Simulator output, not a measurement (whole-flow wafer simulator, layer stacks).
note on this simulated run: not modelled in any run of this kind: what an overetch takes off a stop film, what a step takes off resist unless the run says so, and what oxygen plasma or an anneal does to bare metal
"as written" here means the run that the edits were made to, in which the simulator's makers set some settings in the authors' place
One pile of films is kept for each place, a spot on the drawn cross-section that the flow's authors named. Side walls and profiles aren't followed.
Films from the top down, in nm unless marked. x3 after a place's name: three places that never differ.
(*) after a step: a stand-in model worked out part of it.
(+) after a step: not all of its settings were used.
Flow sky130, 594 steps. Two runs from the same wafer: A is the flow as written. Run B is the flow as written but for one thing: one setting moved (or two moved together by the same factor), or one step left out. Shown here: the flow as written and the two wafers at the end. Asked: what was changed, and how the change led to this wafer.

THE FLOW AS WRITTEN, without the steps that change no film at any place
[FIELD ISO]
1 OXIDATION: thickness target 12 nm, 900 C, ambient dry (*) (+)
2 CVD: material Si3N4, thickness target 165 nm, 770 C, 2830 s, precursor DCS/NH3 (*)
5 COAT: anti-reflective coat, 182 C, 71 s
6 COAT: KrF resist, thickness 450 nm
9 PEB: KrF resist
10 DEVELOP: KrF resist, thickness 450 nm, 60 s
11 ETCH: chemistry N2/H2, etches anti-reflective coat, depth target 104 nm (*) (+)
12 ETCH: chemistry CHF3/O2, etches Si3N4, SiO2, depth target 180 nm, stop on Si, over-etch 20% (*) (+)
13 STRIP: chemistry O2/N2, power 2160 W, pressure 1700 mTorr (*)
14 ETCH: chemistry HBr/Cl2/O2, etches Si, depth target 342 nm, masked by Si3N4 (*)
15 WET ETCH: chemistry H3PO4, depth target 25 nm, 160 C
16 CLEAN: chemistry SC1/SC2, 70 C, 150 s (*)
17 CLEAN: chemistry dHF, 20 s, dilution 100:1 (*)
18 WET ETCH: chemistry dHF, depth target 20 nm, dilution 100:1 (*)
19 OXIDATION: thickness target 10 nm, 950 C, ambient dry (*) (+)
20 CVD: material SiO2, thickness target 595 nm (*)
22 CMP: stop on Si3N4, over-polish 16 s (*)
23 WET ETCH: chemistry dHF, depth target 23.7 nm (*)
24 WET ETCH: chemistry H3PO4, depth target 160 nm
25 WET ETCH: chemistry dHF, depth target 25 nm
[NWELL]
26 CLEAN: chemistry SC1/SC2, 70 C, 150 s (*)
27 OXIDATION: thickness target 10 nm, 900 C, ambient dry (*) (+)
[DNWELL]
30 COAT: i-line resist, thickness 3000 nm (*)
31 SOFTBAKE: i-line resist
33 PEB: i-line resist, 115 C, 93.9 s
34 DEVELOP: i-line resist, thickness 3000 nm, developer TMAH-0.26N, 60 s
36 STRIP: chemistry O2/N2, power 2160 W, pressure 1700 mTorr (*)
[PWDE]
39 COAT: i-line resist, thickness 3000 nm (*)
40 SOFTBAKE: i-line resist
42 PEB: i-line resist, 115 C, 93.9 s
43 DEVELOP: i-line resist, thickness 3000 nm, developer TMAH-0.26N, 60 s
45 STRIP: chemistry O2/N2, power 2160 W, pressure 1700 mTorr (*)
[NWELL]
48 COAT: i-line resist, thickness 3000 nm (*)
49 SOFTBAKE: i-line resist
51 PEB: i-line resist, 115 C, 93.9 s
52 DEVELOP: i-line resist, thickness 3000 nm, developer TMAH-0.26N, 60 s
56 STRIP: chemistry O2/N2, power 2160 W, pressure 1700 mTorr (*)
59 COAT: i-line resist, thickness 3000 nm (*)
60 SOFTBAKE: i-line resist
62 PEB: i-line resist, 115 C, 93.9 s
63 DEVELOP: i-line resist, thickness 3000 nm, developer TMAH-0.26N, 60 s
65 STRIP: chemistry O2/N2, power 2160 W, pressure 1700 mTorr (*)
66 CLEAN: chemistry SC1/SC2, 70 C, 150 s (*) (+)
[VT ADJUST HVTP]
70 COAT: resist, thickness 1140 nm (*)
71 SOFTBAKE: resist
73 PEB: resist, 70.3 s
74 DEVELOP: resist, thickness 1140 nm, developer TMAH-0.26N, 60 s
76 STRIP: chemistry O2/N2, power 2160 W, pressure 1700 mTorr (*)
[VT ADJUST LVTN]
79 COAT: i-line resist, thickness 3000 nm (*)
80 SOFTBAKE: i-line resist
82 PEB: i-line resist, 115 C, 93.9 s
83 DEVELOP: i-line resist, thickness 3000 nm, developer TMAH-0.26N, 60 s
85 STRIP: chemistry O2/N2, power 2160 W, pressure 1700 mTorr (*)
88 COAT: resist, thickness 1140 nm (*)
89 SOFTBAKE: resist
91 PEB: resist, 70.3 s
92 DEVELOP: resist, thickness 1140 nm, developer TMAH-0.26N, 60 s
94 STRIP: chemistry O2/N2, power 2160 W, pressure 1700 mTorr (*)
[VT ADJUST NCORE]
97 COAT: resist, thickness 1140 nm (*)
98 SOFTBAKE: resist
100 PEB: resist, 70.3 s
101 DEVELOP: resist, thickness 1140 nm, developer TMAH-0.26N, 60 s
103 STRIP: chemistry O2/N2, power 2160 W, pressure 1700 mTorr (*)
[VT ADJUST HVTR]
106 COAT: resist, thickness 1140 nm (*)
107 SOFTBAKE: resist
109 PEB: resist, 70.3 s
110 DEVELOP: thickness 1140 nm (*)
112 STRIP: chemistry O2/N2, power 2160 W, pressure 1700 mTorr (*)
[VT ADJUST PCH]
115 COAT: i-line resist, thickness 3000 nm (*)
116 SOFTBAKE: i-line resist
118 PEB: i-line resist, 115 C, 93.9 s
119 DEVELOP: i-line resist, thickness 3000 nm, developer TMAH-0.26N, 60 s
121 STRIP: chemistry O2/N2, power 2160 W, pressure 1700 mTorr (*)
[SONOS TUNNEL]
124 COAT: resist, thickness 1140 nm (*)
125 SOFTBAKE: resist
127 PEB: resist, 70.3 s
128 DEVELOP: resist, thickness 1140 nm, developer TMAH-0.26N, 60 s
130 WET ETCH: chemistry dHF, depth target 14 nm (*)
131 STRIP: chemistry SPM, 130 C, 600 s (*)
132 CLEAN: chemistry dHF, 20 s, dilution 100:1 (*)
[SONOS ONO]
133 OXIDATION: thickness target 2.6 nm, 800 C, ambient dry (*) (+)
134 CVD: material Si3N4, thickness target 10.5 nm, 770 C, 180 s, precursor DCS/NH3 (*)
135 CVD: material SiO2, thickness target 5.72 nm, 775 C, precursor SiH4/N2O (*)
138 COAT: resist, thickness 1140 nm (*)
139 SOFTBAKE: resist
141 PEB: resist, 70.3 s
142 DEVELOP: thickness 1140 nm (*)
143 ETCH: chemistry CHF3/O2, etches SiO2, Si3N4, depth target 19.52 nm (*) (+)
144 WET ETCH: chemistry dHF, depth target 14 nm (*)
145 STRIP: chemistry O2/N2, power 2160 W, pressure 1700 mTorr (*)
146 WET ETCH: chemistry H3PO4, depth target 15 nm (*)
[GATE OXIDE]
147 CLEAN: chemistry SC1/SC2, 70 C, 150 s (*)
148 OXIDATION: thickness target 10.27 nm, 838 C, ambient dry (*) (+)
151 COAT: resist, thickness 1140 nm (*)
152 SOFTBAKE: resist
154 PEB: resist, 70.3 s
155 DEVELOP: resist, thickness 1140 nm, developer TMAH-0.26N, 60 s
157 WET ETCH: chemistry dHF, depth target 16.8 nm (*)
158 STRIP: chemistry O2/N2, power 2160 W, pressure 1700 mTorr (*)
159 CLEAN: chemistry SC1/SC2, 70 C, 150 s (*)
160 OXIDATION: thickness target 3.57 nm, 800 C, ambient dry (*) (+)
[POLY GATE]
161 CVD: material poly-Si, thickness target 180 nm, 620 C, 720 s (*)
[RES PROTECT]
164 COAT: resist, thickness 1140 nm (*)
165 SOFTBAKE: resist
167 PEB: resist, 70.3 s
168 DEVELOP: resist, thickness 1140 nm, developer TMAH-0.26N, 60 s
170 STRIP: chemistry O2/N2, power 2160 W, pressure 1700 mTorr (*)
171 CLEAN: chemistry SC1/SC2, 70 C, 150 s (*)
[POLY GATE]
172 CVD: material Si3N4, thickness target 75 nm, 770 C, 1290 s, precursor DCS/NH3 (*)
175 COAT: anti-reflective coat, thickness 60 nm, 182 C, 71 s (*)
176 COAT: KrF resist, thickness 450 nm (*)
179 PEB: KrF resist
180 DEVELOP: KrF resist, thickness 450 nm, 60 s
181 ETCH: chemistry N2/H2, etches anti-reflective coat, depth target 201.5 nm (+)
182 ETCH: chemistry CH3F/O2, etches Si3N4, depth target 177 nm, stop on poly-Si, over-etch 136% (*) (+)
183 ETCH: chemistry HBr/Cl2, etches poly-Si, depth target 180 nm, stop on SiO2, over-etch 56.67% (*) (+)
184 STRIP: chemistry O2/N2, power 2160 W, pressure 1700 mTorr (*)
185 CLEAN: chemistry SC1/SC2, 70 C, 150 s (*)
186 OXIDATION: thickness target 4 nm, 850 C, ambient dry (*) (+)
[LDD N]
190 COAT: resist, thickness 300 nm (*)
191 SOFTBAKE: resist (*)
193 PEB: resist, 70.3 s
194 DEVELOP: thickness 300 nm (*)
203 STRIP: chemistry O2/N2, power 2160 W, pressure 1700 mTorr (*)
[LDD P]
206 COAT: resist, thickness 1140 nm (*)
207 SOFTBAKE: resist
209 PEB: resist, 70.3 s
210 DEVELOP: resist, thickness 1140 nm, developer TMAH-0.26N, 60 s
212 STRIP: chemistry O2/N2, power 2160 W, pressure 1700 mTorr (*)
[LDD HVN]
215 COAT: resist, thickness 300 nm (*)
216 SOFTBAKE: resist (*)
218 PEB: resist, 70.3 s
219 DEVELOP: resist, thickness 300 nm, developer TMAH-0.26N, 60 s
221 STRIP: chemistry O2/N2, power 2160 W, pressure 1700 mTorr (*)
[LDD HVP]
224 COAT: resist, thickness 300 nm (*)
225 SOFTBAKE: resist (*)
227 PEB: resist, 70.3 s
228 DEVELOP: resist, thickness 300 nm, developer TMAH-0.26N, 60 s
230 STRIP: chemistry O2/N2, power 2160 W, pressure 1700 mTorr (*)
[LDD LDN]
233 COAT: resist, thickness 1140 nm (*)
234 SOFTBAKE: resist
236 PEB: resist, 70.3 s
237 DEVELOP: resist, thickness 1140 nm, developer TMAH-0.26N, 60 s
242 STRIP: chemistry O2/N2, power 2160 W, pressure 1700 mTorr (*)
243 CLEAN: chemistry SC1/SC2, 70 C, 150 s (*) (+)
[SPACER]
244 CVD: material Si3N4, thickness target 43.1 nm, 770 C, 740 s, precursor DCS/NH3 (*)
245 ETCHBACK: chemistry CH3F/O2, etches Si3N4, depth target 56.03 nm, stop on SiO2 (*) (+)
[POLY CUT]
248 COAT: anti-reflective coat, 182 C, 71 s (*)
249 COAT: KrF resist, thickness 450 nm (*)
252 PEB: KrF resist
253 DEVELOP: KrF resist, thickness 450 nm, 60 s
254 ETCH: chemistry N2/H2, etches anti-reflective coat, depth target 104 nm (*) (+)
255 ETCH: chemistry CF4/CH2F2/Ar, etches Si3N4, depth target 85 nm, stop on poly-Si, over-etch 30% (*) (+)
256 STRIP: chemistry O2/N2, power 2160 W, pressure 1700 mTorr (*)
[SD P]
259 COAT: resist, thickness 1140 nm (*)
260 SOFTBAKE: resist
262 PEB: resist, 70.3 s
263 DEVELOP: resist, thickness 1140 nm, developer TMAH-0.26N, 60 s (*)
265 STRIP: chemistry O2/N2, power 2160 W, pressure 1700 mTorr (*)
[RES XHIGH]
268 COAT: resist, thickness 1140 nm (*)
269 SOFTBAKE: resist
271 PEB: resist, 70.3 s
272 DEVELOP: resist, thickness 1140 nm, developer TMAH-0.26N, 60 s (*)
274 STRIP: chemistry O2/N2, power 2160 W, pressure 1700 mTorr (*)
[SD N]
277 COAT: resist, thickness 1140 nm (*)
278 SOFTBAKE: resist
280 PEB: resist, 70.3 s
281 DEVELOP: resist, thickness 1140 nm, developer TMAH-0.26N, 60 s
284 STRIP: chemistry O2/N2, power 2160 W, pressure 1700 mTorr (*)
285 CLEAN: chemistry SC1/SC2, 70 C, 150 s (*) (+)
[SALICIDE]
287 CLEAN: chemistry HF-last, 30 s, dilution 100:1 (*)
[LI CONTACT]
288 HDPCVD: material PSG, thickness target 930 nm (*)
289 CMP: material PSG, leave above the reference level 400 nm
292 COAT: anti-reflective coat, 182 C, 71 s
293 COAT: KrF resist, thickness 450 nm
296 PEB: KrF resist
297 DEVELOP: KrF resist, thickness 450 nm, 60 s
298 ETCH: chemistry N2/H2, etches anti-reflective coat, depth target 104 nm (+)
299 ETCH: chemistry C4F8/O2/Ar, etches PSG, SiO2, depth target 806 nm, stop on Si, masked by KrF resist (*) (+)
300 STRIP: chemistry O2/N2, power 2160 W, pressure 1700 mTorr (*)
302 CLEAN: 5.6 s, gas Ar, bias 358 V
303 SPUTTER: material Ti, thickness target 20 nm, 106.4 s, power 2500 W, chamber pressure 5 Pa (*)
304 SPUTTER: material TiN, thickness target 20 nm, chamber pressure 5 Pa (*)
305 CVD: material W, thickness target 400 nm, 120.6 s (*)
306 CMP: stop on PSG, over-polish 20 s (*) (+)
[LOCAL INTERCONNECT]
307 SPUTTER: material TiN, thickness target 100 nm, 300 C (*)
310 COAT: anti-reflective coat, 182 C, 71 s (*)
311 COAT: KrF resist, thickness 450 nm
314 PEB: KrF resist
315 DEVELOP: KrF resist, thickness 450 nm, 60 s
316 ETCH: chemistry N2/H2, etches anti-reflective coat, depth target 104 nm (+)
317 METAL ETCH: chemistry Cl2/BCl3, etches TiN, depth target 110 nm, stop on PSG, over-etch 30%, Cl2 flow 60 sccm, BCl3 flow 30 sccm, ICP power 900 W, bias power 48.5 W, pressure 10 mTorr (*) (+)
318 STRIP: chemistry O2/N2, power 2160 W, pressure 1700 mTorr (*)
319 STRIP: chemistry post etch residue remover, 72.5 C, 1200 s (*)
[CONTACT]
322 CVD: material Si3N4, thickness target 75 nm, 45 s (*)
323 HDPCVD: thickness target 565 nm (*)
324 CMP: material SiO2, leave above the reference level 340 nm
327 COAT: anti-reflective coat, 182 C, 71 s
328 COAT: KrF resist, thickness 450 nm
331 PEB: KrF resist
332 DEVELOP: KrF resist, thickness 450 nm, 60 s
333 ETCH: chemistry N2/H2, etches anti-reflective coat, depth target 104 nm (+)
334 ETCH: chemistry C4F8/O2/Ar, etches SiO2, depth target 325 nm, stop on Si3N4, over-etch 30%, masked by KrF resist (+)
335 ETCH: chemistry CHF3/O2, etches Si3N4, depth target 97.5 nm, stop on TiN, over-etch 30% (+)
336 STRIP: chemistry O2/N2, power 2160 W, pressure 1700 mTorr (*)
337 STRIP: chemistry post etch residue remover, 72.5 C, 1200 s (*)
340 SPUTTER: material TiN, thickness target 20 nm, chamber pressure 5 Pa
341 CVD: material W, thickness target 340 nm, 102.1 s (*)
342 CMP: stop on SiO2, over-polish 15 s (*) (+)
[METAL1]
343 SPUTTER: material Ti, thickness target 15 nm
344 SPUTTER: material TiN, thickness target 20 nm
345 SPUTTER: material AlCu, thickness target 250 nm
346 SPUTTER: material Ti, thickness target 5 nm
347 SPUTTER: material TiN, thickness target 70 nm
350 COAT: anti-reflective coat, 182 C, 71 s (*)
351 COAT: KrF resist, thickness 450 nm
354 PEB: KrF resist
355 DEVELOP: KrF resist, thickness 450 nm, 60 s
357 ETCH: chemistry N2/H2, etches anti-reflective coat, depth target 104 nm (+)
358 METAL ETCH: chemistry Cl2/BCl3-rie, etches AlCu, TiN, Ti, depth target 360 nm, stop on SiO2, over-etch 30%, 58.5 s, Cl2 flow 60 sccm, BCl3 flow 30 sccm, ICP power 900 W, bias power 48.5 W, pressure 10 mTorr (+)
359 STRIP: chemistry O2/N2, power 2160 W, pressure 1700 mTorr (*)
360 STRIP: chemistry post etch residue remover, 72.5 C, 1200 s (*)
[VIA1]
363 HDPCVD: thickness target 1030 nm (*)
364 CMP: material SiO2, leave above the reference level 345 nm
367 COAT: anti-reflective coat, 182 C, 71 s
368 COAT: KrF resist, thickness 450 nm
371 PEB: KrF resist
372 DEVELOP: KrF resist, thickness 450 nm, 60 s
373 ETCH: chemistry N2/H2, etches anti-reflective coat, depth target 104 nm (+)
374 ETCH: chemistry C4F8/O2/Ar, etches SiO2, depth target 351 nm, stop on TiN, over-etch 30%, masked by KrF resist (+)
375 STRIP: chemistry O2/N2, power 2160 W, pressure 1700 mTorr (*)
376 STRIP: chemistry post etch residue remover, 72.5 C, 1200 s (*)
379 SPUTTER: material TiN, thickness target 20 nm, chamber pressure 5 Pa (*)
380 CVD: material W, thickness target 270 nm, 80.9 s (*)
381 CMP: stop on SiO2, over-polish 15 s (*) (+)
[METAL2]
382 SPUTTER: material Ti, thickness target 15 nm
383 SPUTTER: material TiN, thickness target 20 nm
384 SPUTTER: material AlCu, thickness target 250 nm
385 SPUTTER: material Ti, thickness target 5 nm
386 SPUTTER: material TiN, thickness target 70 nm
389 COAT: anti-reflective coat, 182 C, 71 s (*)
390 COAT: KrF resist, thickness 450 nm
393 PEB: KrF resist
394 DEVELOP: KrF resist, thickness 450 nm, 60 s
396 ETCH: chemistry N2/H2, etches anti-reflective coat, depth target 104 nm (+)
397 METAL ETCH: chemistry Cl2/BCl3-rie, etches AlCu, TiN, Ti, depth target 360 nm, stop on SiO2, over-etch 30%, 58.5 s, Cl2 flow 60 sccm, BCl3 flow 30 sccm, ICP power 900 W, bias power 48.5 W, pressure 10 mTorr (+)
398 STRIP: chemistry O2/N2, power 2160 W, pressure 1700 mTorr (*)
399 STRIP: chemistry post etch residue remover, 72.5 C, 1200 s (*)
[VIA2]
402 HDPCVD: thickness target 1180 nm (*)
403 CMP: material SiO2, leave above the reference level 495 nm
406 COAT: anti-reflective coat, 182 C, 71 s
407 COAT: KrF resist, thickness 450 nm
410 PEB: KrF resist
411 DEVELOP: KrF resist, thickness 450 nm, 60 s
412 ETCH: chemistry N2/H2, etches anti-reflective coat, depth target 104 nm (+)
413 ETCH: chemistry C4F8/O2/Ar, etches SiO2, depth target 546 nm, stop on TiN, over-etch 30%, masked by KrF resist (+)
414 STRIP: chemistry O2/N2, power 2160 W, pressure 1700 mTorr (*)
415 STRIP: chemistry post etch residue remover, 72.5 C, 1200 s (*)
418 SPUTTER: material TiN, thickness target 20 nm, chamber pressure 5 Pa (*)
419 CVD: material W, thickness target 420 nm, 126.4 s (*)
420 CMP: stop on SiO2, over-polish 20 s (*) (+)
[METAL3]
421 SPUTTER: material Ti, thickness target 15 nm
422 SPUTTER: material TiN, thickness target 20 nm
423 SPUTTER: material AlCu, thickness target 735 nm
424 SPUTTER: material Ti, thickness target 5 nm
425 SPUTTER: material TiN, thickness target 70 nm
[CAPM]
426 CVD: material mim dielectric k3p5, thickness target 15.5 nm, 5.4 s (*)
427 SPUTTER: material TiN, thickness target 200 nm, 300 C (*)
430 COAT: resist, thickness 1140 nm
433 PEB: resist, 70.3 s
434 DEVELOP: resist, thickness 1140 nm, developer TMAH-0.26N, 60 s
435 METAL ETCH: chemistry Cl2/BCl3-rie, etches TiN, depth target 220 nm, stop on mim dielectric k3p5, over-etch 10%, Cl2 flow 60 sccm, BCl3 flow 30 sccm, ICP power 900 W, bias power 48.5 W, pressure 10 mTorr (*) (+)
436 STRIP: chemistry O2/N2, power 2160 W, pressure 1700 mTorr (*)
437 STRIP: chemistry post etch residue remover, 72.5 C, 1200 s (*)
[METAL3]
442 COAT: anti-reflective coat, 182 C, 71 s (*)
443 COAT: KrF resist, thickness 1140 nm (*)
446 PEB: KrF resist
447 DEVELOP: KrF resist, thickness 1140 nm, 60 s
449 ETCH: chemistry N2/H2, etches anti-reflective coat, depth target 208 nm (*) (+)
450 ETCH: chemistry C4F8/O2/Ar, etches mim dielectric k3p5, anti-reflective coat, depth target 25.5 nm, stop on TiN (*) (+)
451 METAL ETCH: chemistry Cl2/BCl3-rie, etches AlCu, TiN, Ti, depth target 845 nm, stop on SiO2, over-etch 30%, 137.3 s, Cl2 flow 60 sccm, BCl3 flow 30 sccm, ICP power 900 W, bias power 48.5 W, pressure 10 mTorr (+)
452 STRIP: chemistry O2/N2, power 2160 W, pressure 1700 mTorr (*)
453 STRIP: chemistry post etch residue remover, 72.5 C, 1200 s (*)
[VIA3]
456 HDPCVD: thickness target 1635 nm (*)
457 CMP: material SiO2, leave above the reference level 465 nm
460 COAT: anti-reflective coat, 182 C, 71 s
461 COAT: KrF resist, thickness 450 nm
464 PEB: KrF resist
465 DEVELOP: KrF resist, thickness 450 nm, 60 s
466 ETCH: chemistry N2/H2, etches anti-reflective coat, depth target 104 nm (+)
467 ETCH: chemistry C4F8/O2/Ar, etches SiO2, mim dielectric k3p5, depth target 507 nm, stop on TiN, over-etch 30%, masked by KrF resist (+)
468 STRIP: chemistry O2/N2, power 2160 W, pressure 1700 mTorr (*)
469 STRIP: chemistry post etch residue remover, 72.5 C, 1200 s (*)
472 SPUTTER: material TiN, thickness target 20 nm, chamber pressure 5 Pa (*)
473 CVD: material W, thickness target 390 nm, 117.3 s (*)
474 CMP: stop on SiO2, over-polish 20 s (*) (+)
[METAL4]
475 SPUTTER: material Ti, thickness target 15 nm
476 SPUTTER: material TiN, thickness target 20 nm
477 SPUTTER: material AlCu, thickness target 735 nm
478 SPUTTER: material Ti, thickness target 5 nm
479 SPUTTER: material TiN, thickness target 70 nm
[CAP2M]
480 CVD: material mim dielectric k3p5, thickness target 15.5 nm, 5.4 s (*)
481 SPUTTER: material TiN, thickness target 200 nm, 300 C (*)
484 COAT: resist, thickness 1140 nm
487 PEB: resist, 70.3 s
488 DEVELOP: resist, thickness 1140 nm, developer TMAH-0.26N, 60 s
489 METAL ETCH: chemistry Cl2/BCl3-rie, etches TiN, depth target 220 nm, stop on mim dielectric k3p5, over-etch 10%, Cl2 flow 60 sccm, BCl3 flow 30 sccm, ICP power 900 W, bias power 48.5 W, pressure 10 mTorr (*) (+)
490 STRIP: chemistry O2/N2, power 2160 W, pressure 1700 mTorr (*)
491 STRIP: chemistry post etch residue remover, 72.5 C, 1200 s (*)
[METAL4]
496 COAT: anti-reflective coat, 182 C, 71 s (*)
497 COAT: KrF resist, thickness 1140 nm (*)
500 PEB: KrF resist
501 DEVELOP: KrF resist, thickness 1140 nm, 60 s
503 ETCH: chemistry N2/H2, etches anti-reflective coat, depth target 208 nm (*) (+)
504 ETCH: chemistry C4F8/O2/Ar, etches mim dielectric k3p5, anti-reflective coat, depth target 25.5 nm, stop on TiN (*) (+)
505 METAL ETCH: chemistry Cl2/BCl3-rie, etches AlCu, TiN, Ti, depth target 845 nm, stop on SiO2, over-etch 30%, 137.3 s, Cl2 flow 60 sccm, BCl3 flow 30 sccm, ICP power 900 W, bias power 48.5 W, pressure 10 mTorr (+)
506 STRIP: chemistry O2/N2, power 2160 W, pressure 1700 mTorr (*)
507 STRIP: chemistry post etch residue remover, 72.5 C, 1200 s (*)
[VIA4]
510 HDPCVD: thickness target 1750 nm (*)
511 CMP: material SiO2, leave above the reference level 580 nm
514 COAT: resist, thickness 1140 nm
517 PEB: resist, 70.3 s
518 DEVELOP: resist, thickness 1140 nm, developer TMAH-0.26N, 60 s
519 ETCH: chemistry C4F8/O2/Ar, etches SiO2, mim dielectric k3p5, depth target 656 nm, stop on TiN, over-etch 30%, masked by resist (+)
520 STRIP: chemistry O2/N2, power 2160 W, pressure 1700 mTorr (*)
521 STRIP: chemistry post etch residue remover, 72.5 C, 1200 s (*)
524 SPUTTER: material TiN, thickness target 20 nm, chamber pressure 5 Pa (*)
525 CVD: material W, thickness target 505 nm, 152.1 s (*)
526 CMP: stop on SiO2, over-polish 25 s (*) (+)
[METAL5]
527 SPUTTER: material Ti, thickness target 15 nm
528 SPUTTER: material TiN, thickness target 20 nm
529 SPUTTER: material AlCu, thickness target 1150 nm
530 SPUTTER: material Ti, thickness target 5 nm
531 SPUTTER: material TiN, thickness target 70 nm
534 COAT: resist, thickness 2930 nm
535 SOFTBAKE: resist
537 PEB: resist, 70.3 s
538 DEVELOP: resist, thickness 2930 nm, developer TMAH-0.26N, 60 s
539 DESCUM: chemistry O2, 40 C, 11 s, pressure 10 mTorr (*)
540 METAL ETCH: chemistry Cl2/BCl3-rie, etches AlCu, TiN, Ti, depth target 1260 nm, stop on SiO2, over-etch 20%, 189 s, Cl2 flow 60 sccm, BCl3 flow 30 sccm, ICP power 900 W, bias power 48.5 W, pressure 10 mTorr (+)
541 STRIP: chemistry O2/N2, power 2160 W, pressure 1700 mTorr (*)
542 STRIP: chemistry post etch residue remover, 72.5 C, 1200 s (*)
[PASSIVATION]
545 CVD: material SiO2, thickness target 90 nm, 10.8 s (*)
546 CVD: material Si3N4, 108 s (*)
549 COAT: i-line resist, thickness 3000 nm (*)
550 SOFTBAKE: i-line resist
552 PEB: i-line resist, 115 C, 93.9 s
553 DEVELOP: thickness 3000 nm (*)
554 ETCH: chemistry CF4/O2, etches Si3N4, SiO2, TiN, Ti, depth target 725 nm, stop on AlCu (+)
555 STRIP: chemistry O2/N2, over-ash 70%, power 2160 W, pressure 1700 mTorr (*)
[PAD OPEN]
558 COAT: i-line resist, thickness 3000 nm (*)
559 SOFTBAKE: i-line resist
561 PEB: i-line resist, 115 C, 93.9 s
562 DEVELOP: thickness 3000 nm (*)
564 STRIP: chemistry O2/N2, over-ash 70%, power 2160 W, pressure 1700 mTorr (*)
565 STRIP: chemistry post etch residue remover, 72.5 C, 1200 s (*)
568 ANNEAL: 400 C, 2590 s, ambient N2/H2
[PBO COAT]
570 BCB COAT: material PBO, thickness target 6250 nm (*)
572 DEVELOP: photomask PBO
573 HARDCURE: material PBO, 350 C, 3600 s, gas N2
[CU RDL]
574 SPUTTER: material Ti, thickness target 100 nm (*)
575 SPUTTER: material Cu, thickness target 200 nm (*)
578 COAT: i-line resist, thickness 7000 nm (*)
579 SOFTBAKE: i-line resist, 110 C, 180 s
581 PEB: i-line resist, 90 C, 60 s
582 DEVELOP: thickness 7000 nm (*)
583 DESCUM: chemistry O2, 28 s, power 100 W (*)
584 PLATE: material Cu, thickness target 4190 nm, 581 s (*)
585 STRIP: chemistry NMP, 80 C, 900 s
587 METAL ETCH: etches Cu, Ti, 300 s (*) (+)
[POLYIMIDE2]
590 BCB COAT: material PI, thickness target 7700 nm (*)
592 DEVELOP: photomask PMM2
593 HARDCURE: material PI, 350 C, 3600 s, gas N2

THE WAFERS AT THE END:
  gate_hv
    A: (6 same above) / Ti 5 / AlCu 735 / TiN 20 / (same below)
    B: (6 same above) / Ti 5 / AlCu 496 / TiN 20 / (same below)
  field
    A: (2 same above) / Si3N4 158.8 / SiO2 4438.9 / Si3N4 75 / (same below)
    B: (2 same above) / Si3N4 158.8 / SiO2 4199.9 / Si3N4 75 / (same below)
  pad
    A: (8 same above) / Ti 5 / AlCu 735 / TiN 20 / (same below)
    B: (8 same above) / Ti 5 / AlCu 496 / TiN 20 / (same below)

The cause: step 477, SPUTTER: thickness target 496 nm was run, where the flow has thickness target 735 nm.
It can be read off the wafer: gate_hv has AlCu 496, and step 477 as written asks for 735 nm.

How the change led to this, step by step:
  477 SPUTTER: material AlCu, thickness target 735 nm
      field, active, n_well and 189 more: A AlCu +735 (new film) | B AlCu +496 (new film)
  505 METAL ETCH: chemistry Cl2/BCl3-rie, etches AlCu, TiN, Ti, depth target 845 nm, stop on SiO2, over-etch 30%, 137.3 s, Cl2 flow 60 sccm, BCl3 flow 30 sccm, ICP power 900 W, bias power 48.5 W, pressure 10 mTorr (+)
      field, gate, spacer and 68 more: A TiN -70 (all of it), Ti -5 (all of it), AlCu -735 (all of it), TiN -20 (all of it), Ti -15 (all of it), SiO2 -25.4 | B TiN -70 (all of it), Ti -5 (all of it), AlCu -496 (all of it), TiN -20 (all of it), Ti -15 (all of it), SiO2 -49.2
      active, vpp_iso1, m1_ln and 13 more: A TiN -70 (all of it), Ti -5 (all of it), AlCu -735 (all of it), TiN -20 (all of it), Ti -15 (all of it), SiO2 -25.3 | B TiN -70 (all of it), Ti -5 (all of it), AlCu -496 (all of it), TiN -20 (all of it), Ti -15 (all of it), SiO2 -49.2
      (and at 1 more place)
  511 CMP: material SiO2, leave above the reference level 580 nm
      field, active, gate and 76 more: A SiO2 -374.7 | B SiO2 -589.8
      iso_guard__w1, mim_edge_gap, vpp_l1ln, vpp_m3ln, rpm_encl, via2_enc, rpm_encl_psd, iso_guard_nsd_tip: A SiO2 -374.6 | B SiO2 -589.8
      (and at 1 more place)
